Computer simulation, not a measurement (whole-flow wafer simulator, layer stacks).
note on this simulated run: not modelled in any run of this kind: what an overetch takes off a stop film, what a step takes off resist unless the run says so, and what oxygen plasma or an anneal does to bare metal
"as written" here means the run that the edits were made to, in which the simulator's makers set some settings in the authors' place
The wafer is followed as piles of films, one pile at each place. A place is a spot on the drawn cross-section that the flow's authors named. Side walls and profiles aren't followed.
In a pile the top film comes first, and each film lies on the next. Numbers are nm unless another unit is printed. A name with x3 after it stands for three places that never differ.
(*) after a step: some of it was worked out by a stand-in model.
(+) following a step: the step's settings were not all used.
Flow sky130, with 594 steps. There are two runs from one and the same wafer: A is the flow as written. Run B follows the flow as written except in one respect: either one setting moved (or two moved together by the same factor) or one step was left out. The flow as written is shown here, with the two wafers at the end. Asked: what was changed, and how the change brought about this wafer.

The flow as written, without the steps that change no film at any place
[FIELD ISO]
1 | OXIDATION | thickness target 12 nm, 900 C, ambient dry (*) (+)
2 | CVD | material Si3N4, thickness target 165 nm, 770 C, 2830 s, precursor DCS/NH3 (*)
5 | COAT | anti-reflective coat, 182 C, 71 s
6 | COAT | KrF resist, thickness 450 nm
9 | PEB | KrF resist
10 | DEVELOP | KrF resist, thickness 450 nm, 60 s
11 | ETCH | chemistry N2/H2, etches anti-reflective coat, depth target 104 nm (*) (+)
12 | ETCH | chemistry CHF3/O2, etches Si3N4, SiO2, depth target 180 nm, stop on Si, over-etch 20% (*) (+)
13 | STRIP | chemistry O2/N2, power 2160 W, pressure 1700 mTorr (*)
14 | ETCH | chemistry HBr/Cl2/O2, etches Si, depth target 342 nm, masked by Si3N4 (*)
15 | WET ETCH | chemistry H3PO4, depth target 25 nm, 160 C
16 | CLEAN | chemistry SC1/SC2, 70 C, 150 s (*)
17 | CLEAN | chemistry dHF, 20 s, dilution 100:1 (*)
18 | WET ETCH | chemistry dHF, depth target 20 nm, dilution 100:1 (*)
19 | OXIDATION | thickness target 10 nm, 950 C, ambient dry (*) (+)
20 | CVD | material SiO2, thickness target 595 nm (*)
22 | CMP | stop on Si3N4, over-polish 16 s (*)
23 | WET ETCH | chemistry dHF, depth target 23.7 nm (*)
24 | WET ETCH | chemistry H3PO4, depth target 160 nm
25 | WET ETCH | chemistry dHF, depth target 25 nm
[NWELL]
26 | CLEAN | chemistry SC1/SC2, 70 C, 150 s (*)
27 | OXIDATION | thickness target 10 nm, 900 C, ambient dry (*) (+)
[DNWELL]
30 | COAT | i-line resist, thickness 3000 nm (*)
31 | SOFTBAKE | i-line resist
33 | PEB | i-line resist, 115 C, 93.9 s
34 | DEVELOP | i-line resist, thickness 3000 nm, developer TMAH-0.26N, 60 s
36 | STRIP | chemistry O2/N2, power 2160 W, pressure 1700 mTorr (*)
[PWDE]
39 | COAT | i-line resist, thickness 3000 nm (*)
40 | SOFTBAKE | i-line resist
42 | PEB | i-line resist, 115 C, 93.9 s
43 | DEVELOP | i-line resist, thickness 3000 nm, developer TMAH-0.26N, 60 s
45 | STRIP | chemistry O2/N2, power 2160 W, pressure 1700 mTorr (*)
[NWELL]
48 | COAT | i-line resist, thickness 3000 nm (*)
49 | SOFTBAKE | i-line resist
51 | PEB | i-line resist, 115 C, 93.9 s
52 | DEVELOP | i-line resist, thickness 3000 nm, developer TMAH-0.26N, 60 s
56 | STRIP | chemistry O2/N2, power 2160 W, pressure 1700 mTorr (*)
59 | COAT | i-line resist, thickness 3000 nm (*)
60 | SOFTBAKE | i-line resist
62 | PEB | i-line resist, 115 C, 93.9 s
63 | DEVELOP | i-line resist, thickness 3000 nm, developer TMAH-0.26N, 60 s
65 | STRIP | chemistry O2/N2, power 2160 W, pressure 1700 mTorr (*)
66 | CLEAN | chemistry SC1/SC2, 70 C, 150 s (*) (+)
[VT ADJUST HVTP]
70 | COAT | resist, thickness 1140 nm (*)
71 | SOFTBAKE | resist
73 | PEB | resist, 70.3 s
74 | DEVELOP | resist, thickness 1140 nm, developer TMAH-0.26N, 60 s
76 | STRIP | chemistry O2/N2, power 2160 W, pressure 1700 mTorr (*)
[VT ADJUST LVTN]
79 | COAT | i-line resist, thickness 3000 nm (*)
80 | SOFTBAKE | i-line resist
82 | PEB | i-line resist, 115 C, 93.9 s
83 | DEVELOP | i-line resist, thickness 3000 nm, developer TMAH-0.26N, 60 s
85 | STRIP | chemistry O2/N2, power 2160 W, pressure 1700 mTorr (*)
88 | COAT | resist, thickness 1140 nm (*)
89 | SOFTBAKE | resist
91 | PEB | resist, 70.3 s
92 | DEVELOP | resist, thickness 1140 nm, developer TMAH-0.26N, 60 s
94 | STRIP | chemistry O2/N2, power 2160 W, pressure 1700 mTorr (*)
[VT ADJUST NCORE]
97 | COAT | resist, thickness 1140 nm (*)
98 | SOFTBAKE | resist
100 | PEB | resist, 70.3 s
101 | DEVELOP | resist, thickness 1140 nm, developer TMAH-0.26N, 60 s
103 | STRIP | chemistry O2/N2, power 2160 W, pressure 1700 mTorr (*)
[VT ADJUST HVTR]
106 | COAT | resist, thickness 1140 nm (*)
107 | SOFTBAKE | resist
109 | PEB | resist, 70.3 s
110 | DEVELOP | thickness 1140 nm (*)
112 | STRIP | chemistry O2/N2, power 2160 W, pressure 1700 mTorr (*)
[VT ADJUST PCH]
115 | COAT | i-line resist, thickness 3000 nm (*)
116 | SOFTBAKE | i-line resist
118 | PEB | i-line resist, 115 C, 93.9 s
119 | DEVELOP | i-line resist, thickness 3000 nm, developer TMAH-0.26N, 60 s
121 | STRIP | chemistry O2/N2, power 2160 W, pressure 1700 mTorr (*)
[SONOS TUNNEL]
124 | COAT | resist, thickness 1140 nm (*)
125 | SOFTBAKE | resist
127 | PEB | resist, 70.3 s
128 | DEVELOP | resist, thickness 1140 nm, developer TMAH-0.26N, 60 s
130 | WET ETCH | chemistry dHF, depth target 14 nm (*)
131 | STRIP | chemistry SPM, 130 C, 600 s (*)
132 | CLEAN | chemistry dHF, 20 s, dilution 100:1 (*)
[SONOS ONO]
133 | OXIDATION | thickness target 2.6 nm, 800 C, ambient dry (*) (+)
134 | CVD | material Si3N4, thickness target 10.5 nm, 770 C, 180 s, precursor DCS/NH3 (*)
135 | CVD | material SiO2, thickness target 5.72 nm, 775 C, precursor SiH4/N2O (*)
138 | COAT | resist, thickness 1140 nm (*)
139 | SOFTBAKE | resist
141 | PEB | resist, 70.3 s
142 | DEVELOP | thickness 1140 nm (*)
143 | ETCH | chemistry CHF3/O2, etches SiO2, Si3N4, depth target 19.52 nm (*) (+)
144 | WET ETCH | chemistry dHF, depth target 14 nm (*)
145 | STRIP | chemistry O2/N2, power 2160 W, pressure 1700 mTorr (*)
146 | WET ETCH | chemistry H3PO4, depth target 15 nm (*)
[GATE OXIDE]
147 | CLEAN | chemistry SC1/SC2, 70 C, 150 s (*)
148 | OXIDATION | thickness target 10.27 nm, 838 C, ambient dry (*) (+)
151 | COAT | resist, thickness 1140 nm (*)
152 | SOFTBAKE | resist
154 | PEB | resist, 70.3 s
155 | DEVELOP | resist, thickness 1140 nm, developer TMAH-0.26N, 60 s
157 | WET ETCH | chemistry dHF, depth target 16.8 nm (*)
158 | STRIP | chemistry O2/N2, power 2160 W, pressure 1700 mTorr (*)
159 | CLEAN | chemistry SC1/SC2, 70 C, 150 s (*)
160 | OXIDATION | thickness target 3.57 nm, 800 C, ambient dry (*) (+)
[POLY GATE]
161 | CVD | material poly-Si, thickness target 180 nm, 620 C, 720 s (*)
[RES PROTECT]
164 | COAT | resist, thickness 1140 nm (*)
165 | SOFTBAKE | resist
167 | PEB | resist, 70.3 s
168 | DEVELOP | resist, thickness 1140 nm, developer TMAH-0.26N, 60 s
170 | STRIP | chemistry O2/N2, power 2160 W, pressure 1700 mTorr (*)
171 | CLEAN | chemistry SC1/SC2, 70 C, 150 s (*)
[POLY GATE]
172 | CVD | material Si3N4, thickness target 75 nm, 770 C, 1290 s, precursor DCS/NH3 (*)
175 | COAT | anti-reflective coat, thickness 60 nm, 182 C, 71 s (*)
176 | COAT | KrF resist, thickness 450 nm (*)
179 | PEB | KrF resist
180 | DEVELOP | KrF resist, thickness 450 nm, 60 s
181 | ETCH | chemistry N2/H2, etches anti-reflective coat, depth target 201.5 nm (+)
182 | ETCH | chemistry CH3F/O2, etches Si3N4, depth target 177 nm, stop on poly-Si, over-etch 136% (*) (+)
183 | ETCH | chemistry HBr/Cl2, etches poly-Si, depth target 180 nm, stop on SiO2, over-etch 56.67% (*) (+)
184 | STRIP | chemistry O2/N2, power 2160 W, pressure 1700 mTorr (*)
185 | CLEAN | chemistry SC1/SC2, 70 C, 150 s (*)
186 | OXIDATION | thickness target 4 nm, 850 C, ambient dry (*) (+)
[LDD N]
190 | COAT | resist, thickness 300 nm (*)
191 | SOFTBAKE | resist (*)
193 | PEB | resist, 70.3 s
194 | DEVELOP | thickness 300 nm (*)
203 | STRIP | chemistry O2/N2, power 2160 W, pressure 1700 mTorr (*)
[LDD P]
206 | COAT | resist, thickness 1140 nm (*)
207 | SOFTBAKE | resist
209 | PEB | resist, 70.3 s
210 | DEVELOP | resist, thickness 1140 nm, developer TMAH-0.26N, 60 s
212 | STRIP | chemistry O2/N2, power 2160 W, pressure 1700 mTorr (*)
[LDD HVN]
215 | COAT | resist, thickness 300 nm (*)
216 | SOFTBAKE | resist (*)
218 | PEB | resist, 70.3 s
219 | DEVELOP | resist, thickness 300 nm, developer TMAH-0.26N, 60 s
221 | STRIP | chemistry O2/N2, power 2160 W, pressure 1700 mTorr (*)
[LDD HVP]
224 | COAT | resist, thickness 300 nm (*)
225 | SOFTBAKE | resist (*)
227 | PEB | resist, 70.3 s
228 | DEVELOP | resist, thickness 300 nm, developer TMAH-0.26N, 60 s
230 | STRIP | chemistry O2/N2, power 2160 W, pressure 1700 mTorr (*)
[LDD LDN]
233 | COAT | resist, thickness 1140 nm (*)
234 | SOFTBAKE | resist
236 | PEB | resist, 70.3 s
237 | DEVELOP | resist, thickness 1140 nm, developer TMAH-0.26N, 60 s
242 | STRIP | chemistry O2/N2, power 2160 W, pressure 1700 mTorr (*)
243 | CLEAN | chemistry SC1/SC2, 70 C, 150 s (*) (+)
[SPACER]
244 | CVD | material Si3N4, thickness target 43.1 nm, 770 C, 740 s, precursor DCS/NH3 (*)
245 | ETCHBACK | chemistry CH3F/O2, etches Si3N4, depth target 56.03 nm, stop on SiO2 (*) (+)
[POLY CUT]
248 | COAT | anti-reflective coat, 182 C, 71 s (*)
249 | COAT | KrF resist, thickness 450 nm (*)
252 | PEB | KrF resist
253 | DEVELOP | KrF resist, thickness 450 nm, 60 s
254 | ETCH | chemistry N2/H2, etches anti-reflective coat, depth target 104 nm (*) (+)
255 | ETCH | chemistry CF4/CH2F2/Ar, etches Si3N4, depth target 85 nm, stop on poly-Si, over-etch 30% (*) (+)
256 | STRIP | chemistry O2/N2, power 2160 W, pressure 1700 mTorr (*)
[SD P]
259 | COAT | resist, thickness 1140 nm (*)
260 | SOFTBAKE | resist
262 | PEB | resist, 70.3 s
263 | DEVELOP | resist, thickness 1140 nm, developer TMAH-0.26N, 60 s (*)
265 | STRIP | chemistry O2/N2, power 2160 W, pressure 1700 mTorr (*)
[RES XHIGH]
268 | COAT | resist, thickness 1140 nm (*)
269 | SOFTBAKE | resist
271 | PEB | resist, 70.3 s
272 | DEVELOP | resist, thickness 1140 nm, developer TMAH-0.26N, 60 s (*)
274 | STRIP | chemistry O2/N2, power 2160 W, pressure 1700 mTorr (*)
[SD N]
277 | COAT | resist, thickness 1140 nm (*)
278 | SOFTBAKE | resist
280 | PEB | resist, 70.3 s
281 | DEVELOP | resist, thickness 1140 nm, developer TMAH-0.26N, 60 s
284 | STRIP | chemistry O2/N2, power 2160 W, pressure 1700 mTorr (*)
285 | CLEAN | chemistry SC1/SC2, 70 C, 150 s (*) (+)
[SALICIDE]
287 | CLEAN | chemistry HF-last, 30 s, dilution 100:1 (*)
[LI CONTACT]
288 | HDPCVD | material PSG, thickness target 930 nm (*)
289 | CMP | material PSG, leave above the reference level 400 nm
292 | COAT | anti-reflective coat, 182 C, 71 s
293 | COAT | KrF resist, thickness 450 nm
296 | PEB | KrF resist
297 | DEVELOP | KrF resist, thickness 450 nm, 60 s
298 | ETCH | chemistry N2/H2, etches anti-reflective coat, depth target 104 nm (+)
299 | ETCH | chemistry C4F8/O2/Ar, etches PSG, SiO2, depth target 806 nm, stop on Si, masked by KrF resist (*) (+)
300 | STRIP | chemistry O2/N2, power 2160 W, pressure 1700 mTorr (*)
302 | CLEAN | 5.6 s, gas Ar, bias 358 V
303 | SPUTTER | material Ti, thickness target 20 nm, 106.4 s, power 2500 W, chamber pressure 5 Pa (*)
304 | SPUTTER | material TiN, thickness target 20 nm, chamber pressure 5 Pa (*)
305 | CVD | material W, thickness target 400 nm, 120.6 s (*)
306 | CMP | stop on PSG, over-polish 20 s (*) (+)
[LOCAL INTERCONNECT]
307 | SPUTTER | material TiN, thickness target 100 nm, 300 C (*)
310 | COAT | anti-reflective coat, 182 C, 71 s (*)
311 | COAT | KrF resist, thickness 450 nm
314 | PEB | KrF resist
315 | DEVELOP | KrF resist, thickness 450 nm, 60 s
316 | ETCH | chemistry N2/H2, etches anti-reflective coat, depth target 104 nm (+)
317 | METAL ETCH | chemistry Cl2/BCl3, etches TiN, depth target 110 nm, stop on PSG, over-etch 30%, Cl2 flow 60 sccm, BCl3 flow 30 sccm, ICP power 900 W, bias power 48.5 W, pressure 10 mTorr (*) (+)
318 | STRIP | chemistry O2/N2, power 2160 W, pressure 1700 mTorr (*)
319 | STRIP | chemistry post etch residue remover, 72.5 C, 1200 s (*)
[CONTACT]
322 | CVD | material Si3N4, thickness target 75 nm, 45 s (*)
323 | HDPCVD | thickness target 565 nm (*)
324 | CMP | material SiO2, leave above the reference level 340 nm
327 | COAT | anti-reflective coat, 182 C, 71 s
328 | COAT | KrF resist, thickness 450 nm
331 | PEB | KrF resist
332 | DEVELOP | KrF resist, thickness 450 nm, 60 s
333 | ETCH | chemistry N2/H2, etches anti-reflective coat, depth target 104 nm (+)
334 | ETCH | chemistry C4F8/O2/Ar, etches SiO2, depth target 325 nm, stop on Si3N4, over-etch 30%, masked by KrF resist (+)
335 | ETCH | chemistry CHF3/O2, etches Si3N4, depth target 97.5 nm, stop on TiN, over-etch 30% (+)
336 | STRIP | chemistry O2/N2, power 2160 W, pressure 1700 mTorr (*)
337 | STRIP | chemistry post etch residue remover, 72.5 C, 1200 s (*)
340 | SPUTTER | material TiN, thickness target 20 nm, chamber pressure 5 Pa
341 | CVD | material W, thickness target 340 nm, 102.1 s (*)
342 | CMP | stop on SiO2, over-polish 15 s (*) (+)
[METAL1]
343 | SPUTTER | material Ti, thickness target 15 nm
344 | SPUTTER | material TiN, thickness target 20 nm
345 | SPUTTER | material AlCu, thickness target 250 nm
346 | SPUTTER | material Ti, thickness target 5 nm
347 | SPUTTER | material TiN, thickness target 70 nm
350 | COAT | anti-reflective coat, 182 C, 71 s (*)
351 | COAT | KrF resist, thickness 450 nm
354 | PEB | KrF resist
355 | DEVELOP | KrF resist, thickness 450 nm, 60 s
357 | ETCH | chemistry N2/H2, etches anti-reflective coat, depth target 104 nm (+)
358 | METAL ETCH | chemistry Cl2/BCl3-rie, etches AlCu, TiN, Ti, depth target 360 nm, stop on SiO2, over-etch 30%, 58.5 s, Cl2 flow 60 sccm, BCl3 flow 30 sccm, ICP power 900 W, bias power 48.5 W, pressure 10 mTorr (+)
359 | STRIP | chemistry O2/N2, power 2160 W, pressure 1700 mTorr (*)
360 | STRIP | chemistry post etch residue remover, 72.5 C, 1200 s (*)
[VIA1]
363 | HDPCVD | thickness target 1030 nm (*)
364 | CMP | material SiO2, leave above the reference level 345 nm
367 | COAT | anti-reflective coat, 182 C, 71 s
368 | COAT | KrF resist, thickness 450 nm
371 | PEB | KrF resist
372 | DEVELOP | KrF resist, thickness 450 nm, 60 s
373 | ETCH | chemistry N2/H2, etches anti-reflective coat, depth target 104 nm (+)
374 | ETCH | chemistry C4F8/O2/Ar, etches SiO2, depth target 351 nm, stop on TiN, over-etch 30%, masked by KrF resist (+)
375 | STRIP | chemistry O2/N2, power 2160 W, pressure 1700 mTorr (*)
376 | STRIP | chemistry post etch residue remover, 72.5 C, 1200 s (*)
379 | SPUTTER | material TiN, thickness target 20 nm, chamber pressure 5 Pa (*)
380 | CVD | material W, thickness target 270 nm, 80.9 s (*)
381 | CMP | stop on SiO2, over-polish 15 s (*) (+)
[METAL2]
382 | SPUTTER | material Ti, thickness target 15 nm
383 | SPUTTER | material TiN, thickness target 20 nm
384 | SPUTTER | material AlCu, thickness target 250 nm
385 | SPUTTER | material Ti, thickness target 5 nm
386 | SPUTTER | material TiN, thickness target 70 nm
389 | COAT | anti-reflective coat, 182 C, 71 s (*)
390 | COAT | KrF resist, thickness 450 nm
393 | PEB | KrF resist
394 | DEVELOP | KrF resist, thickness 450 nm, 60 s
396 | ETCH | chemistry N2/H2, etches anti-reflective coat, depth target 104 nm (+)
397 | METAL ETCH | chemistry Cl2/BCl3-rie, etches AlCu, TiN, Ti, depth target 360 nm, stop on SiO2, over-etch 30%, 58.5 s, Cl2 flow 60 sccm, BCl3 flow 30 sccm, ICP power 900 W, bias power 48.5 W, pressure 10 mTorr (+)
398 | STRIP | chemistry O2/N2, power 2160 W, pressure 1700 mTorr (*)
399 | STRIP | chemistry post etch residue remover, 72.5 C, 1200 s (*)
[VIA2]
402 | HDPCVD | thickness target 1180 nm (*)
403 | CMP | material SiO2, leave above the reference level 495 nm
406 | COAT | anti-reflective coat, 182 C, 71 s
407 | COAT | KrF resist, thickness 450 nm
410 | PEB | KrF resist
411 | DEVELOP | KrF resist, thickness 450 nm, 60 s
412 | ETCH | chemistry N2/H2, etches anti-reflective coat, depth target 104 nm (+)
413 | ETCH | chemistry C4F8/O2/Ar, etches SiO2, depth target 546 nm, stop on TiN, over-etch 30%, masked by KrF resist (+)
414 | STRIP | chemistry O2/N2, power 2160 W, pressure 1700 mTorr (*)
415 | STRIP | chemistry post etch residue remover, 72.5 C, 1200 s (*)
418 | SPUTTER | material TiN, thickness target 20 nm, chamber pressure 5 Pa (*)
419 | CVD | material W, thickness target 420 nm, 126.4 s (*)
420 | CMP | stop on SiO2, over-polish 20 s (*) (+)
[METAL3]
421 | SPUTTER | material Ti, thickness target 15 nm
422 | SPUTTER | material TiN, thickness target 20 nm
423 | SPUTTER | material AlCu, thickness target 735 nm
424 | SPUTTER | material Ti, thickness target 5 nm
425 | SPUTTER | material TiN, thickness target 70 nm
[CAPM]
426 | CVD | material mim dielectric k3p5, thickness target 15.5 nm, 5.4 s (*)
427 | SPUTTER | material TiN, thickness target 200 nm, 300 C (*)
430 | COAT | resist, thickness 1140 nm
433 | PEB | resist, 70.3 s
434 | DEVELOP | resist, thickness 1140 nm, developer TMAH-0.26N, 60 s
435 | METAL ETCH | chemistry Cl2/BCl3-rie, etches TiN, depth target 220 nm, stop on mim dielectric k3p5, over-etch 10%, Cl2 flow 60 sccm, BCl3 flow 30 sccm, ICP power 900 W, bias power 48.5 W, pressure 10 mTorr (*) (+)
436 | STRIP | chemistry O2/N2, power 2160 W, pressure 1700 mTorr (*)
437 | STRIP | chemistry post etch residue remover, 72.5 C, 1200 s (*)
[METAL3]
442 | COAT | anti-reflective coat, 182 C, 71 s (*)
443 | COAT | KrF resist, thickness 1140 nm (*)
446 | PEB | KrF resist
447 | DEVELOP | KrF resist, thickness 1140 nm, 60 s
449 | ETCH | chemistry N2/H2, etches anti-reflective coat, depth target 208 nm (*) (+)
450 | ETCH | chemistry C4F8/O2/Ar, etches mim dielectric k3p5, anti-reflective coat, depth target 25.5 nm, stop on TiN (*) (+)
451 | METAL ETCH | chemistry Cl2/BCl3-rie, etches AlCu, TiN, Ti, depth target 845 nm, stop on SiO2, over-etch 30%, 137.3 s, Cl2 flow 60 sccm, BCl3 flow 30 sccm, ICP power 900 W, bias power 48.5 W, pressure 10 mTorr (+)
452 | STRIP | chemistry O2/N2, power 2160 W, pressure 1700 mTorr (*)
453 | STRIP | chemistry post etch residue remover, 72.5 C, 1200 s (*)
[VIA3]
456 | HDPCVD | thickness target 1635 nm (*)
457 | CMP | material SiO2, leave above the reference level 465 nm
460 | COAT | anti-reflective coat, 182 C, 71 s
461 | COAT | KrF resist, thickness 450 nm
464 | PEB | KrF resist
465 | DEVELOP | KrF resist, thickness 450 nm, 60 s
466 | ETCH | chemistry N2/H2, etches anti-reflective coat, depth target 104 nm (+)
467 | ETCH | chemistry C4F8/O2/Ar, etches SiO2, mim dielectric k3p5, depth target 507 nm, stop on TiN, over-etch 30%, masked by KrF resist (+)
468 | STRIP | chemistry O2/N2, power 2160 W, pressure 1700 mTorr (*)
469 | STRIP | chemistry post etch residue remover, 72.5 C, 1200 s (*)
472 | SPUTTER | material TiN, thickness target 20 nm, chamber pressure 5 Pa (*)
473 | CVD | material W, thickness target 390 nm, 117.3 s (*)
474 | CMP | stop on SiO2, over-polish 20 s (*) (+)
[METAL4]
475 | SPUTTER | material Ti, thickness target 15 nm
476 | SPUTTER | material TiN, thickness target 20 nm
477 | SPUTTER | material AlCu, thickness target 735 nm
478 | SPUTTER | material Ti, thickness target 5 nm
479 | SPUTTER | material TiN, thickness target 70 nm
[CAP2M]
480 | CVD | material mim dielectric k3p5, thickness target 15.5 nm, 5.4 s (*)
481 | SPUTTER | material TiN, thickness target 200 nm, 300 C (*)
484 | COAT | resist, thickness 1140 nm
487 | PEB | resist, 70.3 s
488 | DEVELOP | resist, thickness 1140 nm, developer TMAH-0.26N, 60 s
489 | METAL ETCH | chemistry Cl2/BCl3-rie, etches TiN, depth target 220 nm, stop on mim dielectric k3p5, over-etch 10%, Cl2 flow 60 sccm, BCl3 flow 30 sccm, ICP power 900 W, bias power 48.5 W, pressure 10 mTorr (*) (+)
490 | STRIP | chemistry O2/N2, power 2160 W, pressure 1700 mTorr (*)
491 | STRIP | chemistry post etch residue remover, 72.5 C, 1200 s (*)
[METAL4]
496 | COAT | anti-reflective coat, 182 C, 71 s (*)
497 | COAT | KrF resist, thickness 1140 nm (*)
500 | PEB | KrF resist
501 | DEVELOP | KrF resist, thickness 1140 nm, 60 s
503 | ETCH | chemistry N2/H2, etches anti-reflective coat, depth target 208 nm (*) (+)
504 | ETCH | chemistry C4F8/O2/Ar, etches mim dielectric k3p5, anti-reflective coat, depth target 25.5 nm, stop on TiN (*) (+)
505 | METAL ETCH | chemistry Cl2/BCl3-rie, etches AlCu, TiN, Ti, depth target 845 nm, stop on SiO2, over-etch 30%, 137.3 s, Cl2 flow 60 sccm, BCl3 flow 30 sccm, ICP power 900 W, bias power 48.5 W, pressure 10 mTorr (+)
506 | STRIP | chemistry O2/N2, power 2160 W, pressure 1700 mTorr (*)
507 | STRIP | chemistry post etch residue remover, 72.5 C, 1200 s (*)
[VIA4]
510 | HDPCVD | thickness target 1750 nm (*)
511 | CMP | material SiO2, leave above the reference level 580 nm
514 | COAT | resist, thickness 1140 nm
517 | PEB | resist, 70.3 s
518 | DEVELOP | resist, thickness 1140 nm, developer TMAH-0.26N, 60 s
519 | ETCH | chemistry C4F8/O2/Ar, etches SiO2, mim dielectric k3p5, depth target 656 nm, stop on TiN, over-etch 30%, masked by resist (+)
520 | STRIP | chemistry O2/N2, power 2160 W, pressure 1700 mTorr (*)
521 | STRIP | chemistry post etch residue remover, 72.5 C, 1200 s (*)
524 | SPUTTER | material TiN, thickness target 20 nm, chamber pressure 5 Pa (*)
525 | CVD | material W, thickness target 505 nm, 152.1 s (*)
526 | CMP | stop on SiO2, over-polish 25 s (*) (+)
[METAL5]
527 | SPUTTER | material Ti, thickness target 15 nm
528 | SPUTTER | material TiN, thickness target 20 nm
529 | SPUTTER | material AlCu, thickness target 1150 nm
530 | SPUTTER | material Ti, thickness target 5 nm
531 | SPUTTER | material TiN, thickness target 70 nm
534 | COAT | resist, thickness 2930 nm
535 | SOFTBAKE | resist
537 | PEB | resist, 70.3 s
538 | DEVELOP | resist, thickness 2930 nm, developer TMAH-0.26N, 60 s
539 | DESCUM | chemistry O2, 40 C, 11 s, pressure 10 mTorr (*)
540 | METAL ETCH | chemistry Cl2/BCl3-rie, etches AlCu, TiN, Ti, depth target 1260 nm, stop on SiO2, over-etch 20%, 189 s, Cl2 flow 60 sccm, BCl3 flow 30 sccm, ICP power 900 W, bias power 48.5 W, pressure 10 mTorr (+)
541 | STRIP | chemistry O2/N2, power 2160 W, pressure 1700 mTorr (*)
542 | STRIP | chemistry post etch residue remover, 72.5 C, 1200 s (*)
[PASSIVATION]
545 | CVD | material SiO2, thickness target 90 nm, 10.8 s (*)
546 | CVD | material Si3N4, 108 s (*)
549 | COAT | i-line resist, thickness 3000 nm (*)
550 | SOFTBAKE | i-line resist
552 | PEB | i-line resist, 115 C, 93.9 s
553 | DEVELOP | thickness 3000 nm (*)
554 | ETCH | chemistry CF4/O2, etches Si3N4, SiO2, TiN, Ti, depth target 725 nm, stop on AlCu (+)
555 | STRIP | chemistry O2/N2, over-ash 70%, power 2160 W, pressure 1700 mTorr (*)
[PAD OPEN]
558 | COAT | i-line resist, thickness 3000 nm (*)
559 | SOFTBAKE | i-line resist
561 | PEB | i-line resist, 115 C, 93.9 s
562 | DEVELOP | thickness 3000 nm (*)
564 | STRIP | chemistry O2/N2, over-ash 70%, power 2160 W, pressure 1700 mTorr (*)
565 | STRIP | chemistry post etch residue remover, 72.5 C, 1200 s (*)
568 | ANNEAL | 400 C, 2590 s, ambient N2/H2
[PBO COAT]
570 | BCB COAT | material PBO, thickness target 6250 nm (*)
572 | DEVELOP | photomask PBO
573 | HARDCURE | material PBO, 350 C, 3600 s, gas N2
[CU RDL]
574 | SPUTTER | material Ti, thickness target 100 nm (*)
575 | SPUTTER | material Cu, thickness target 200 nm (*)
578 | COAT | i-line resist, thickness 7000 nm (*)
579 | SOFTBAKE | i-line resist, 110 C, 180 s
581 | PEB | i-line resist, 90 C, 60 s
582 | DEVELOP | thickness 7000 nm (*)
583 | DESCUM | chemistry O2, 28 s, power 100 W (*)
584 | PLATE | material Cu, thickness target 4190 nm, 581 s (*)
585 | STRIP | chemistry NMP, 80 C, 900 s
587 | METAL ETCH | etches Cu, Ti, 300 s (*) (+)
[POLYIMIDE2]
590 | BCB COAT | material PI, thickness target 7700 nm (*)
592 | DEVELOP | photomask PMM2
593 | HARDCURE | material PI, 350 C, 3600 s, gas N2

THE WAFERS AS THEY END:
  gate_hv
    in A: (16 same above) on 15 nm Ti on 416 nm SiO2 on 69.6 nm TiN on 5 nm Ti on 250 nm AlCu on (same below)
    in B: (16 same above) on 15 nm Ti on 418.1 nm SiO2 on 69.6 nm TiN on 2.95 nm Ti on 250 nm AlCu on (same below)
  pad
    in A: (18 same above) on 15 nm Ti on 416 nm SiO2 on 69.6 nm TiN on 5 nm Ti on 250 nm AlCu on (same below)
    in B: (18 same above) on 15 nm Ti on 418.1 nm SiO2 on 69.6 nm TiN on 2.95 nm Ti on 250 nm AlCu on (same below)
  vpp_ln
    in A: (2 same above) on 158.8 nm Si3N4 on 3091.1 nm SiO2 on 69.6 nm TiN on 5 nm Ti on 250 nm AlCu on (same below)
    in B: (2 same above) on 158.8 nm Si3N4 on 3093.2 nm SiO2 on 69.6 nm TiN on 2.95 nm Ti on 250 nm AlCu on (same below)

What caused this: step 385, SPUTTER: thickness target 2.95 nm was run, though the flow has thickness target 5 nm.
The wafer lets one read it off: gate_hv has Ti 2.95, and step 385 as written asks for 5 nm.

Step by step, how the change led to this:
  385 | SPUTTER | material Ti, thickness target 5 nm
      field, active, n_well and 188 more: A Ti gains 5 (new film) | B Ti gains 2.95 (new film)
  397 | METAL ETCH | chemistry Cl2/BCl3-rie, etches AlCu, TiN, Ti, depth target 360 nm, stop on SiO2, over-etch 30%, 58.5 s, Cl2 flow 60 sccm, BCl3 flow 30 sccm, ICP power 900 W, bias power 48.5 W, pressure 10 mTorr (+)
      field, active, gate and 82 more: A TiN loses 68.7 (all of it), Ti loses 5 (all of it), AlCu loses 250 (all of it), TiN loses 20 (all of it), Ti loses 15 (all of it), SiO2 loses 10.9 | B TiN loses 68.7 (all of it), Ti loses 2.95 (all of it), AlCu loses 250 (all of it), TiN loses 20 (all of it), Ti loses 15 (all of it), SiO2 loses 11.1
